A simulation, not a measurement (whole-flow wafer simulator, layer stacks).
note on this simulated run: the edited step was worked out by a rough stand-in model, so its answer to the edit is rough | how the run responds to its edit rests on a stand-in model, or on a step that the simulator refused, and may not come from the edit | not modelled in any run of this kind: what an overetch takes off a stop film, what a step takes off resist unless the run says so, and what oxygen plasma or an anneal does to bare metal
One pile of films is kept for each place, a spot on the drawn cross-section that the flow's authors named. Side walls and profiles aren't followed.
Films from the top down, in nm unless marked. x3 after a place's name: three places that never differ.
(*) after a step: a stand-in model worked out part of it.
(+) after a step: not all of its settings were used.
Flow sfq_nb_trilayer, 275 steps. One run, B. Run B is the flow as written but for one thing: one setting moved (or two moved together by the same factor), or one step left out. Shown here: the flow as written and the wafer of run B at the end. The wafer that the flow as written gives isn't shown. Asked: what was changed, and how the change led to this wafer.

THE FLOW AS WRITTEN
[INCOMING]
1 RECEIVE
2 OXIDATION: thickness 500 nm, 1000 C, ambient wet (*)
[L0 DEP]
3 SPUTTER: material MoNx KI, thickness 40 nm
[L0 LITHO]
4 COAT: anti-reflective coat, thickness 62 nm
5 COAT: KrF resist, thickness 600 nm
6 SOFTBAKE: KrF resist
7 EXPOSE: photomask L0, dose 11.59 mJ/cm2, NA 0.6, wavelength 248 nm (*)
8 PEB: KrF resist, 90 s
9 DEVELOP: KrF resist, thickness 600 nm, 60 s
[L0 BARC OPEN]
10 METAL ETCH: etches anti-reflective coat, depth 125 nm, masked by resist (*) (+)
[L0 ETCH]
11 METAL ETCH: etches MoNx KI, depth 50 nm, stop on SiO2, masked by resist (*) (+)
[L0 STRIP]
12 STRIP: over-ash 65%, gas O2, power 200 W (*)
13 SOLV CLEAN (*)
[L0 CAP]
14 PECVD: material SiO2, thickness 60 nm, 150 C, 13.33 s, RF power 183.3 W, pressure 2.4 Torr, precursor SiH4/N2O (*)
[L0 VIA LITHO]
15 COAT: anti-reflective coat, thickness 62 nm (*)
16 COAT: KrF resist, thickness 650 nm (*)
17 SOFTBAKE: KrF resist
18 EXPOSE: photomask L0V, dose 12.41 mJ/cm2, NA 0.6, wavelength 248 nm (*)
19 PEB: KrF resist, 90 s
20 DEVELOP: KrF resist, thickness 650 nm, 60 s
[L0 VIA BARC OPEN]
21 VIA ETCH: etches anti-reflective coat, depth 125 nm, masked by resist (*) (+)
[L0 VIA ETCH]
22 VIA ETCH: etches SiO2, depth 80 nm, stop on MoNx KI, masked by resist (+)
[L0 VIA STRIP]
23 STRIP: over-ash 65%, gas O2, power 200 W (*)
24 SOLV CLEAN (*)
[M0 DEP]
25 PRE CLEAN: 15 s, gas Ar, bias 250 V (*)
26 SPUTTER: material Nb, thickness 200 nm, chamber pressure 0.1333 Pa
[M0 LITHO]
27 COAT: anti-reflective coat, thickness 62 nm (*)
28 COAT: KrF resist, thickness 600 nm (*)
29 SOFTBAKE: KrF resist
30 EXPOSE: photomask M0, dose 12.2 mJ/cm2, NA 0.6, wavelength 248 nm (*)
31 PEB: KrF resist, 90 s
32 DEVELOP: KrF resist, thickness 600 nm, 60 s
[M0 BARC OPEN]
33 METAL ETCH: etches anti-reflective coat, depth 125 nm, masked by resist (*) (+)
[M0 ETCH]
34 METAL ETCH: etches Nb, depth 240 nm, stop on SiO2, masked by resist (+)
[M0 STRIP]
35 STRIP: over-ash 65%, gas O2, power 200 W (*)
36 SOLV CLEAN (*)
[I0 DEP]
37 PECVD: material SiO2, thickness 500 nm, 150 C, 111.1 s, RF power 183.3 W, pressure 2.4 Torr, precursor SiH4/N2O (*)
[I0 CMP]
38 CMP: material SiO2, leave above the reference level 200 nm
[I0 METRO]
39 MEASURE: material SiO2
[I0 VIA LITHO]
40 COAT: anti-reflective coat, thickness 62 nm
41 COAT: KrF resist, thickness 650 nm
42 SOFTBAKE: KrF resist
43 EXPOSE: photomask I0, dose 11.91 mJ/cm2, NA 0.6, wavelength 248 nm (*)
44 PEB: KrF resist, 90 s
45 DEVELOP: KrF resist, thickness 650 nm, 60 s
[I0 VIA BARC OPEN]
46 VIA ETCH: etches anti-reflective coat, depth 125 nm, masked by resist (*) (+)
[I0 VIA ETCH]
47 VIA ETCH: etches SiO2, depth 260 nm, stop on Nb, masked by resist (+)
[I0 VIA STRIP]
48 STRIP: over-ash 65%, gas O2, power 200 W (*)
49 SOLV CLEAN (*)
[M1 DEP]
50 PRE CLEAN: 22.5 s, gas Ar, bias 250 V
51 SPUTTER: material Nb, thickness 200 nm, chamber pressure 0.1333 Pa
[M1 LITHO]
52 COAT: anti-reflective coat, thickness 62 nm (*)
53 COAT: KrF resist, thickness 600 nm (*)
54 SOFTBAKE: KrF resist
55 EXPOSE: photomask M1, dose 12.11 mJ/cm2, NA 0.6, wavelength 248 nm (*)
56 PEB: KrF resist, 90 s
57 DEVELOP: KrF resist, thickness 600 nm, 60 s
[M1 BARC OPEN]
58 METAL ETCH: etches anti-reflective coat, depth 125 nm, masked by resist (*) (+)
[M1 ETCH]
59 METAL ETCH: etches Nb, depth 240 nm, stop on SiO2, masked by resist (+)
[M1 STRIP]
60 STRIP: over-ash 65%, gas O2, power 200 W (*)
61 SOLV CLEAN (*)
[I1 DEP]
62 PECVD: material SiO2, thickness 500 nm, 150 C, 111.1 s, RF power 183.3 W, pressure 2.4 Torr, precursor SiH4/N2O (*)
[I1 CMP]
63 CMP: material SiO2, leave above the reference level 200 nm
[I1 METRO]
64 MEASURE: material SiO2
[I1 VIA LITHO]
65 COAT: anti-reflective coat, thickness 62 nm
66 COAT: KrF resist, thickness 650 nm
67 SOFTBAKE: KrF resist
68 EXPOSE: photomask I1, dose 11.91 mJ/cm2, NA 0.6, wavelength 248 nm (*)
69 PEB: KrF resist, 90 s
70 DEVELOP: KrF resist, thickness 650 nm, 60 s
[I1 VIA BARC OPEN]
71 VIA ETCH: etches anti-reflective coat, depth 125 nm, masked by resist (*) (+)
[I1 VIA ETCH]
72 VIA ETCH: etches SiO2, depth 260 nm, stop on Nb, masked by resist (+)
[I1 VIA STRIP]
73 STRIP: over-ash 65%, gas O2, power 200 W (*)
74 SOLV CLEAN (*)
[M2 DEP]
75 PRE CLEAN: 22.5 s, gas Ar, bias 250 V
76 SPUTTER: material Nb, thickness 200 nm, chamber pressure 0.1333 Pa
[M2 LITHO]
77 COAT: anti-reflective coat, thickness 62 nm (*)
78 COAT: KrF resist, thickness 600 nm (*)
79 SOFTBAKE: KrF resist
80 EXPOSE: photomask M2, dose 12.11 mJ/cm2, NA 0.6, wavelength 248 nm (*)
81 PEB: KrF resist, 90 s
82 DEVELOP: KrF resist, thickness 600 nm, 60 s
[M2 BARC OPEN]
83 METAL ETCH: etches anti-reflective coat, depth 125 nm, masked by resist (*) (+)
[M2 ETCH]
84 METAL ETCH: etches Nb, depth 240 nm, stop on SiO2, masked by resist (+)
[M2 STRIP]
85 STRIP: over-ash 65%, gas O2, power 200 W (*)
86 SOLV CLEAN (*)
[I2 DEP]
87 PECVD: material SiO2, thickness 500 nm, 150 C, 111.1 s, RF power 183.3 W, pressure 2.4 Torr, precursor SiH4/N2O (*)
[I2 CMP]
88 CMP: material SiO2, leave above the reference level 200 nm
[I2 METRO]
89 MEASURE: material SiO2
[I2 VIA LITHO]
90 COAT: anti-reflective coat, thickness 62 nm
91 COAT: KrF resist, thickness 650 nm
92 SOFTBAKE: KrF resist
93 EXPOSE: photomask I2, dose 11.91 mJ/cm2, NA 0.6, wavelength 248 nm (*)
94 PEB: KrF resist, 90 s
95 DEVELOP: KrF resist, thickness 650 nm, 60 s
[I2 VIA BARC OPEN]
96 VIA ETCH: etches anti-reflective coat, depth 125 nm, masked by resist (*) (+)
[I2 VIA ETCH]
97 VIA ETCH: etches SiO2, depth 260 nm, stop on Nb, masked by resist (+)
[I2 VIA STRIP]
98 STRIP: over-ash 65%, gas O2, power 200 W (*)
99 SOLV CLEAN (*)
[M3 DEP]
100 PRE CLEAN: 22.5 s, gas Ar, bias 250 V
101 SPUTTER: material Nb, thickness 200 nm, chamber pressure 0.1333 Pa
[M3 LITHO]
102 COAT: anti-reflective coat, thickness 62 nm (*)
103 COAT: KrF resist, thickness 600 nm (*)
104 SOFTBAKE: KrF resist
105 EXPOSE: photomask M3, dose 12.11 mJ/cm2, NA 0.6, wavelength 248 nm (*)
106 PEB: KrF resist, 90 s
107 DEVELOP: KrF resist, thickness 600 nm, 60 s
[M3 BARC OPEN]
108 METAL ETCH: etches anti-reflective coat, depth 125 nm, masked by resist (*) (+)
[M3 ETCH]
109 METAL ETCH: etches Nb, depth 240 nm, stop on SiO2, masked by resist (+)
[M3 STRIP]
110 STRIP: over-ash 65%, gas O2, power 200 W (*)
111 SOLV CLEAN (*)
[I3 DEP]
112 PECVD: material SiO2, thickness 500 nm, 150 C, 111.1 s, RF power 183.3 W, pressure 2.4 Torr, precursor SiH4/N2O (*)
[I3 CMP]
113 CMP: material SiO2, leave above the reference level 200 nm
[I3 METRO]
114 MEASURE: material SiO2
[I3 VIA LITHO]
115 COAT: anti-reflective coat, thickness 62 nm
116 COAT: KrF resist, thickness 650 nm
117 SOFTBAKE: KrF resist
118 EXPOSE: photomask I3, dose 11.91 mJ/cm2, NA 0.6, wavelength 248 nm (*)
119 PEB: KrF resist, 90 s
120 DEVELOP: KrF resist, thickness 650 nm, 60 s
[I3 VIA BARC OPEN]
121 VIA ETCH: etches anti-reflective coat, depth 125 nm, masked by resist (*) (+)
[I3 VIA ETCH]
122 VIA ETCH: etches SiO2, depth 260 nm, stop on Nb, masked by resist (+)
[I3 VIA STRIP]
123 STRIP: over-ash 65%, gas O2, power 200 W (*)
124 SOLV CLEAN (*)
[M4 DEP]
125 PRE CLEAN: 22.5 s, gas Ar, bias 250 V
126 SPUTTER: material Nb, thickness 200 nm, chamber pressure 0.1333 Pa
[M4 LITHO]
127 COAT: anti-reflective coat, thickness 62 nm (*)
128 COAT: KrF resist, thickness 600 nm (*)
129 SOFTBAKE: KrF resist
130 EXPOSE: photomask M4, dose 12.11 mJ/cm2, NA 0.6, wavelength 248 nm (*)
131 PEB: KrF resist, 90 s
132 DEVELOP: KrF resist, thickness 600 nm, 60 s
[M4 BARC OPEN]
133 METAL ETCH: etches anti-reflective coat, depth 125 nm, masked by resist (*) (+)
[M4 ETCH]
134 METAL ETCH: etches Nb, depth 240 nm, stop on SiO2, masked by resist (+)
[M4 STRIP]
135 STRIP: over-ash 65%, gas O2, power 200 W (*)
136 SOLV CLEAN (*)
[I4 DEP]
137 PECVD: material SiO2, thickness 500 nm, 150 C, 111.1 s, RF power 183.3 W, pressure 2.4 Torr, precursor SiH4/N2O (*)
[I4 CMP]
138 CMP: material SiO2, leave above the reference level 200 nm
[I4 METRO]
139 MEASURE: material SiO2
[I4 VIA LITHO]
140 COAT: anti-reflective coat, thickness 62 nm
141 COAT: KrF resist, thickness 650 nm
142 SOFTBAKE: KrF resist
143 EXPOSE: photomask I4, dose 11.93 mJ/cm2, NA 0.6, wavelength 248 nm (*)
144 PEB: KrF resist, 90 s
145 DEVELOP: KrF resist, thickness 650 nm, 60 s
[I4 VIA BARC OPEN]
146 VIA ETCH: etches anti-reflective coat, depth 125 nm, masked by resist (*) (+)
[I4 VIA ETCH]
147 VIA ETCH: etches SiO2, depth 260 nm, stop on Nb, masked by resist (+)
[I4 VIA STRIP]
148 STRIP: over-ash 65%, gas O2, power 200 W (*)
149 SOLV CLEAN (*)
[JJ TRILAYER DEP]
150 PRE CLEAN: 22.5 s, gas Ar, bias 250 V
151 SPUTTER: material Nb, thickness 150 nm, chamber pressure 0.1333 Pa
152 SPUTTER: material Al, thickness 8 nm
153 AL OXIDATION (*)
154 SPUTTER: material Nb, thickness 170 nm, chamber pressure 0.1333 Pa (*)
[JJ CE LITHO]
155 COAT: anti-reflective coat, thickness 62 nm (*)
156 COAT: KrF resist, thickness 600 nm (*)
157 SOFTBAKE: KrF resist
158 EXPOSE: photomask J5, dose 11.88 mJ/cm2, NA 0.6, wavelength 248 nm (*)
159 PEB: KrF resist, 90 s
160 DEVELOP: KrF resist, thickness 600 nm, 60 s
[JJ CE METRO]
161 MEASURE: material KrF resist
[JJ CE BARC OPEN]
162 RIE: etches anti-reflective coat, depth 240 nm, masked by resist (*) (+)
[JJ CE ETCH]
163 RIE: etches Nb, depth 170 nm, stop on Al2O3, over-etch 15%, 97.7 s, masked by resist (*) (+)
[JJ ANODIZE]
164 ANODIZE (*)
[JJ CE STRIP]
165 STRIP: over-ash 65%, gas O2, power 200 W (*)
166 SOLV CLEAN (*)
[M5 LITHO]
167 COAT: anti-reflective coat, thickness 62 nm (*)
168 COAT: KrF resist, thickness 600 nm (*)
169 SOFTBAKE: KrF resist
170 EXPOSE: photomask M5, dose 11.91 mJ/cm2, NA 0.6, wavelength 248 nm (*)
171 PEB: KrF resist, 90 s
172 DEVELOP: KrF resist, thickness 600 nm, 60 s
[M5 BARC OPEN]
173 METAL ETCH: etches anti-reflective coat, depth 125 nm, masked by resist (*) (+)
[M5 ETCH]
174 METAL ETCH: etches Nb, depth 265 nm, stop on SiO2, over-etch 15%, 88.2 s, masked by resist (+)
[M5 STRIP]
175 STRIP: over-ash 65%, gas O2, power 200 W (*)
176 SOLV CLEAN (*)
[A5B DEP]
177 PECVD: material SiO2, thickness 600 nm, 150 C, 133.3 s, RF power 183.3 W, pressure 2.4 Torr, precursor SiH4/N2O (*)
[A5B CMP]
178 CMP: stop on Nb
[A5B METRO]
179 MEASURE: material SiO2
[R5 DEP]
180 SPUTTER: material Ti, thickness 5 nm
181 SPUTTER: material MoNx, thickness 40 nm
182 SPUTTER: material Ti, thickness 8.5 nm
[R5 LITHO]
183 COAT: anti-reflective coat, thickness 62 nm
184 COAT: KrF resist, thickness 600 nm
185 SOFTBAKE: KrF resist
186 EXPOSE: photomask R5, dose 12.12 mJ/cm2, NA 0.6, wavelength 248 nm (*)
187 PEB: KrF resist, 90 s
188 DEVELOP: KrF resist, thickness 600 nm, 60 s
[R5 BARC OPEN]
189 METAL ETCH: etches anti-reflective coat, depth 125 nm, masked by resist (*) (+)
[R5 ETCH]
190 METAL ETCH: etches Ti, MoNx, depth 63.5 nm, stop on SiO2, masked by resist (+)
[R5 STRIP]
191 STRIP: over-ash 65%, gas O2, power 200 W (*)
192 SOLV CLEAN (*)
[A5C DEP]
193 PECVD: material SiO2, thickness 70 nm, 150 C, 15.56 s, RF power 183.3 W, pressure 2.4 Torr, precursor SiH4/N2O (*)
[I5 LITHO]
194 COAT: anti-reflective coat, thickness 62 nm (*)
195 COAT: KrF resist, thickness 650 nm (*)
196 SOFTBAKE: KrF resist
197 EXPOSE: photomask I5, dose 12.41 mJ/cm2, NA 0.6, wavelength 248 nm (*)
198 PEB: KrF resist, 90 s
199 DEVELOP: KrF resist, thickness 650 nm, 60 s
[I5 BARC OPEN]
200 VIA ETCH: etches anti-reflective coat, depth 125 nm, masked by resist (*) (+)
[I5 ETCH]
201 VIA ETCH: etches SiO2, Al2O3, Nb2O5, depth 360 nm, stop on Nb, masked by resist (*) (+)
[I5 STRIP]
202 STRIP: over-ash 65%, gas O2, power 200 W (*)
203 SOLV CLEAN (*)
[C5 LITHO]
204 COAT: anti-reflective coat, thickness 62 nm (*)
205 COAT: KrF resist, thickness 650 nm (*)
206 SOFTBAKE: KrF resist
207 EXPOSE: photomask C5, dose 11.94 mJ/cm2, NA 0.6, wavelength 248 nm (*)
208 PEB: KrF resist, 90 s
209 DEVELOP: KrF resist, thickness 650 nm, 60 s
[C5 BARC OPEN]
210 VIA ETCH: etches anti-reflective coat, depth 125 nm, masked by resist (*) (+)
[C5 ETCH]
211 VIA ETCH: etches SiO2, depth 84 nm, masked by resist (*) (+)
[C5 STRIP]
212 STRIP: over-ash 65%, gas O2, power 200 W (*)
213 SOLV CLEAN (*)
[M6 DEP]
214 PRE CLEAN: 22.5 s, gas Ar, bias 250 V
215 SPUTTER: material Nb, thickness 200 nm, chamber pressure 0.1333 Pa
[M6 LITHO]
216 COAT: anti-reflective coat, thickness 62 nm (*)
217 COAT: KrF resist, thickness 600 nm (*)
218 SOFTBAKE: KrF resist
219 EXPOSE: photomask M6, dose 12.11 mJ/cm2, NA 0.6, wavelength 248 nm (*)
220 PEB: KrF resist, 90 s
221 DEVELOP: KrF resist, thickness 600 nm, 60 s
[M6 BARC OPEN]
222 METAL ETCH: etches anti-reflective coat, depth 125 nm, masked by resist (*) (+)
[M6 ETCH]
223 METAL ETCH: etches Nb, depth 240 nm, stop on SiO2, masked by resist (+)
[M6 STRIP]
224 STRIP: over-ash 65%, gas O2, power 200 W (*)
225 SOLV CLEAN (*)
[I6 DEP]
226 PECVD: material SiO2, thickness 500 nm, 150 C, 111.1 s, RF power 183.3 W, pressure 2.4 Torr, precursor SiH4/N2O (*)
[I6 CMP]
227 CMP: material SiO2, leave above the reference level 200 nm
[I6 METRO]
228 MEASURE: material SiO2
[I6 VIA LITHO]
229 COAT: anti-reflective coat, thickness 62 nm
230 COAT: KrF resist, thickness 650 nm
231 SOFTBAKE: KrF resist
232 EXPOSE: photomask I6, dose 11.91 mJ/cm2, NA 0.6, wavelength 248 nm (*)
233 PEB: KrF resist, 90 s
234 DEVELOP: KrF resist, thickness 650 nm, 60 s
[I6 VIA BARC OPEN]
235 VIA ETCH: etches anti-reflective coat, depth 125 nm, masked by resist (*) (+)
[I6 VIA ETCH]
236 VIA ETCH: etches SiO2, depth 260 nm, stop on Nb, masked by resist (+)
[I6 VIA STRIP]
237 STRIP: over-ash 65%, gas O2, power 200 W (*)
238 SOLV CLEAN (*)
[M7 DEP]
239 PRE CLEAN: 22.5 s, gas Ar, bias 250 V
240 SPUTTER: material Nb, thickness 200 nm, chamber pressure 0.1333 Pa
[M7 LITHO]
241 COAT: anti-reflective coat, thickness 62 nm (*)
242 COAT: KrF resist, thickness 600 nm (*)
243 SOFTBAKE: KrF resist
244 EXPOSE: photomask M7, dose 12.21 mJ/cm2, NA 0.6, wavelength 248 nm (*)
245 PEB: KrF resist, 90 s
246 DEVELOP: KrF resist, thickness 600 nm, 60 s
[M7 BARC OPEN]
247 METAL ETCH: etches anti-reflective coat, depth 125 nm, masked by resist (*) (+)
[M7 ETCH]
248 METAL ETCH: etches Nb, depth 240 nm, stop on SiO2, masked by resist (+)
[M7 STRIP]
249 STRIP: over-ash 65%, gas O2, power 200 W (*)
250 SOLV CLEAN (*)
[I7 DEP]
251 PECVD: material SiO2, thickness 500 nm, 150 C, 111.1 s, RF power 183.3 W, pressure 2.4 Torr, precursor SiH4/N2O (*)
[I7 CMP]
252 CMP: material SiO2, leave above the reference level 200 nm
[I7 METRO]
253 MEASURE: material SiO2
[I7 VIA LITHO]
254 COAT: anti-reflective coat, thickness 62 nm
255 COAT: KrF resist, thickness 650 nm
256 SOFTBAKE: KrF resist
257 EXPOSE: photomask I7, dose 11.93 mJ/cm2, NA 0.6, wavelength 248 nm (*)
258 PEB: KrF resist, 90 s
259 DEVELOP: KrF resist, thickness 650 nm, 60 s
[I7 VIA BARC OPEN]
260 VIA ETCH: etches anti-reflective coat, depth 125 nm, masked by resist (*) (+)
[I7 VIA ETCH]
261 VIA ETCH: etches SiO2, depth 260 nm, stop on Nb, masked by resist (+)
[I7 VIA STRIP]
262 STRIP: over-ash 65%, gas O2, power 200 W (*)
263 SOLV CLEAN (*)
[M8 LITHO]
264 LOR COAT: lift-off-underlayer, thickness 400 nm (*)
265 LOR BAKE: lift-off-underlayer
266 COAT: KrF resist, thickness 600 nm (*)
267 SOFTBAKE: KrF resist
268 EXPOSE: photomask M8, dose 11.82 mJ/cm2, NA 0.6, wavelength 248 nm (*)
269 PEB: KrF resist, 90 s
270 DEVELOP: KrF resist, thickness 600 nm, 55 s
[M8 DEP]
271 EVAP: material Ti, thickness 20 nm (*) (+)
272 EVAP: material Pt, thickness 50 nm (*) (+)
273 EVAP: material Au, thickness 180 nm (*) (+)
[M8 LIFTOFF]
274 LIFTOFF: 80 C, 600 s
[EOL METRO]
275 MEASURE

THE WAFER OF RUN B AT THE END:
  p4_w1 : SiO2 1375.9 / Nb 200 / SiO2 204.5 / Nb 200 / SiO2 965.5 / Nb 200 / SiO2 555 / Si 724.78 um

The cause: step 87, PECVD: thickness 388 nm was run, where the flow has thickness 500 nm; step 87, PECVD: 86.11 s was run, where the flow has 111.1 s.

How the change led to this, step by step:
  87 PECVD: material SiO2, thickness 500 nm, 150 C, 111.1 s, RF power 183.3 W, pressure 2.4 Torr, precursor SiH4/N2O (*)
      field_l, be, be_sur and 81 more: SiO2 +388 (as written it would be: SiO2 +500)
      v_sur, via_wl, via_w and 18 more: SiO2 +388 (new film) (as written it would be: SiO2 +500 (new film))
      (and at 1 more place)
  88 CMP: material SiO2, leave above the reference level 200 nm
      field_l, be, be_sur and 81 more: nothing (as written it would be: SiO2 -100)
      v_sur, via_wl, via_w and 18 more: SiO2 -188 (as written it would be: SiO2 -300)
      (and at 1 more place)
  90 COAT: anti-reflective coat, thickness 62 nm
      m0r_space_l, m0r_space_r, m6r_space_l, m6r_space_r, m7r_space_l, m7r_space_r: anti-reflective coat +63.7 (new film) (as written it would be: anti-reflective coat +62 (new film))
      field_l, r5r_line_c: anti-reflective coat +63.8 (new film) (as written it would be: anti-reflective coat +62 (new film))
      (and at 16 more places)
  98 STRIP: over-ash 65%, gas O2, power 200 W (*)
      m0r_space_l, m0r_space_r, m6r_space_l, m6r_space_r, m7r_space_l, m7r_space_r: KrF resist -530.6 (all of it), anti-reflective coat -63.7 (all of it) (as written it would be: KrF resist -528.6 (all of it), anti-reflective coat -62 (all of it))
      m5r_linepad_l, m5r_linepad_r: KrF resist -526.9 (all of it), anti-reflective coat -67.4 (all of it) (as written it would be: KrF resist -528.6 (all of it), anti-reflective coat -62 (all of it))
      (and at 16 more places)
  102 COAT: anti-reflective coat, thickness 62 nm (*)
      m0r_space_l, m0r_space_r, m6r_space_l, m6r_space_r, m7r_space_l, m7r_space_r: anti-reflective coat +63.5 (new film) (as written it would be: anti-reflective coat +62 (new film))
      p3_s0, r5r_line_c: anti-reflective coat +63.3 (new film) (as written it would be: anti-reflective coat +62 (new film))
      (and at 18 more places)
  108 METAL ETCH: etches anti-reflective coat, depth 125 nm, masked by resist (*) (+)
      m0r_space_l, m0r_space_r, m6r_space_l, m6r_space_r, m7r_space_l, m7r_space_r: anti-reflective coat -63.5 (all of it) (as written it would be: anti-reflective coat -62 (all of it))
      p3_s0, r5r_line_c: anti-reflective coat -63.3 (all of it) (as written it would be: anti-reflective coat -62 (all of it))
      (and at 13 more places)
  110 STRIP: over-ash 65%, gas O2, power 200 W (*)
      v_sur: KrF resist -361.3 (all of it), anti-reflective coat -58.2 (all of it) (as written it would be: KrF resist -365.3 (all of it), anti-reflective coat -61.1 (all of it))
      wire: KrF resist -375.3 (all of it), anti-reflective coat -58.9 (all of it) (as written it would be: KrF resist -379.7 (all of it), anti-reflective coat -61.3 (all of it))
      (and at 3 more places)
  113 CMP: material SiO2, leave above the reference level 200 nm
      field_l, be, be_sur and 64 more: SiO2 -88 (as written it would be: SiO2 -100)
      p4_w1, p4_w2, p4_w3 and 6 more: SiO2 -288 (as written it would be: SiO2 -300)
      (and at 8 more places)
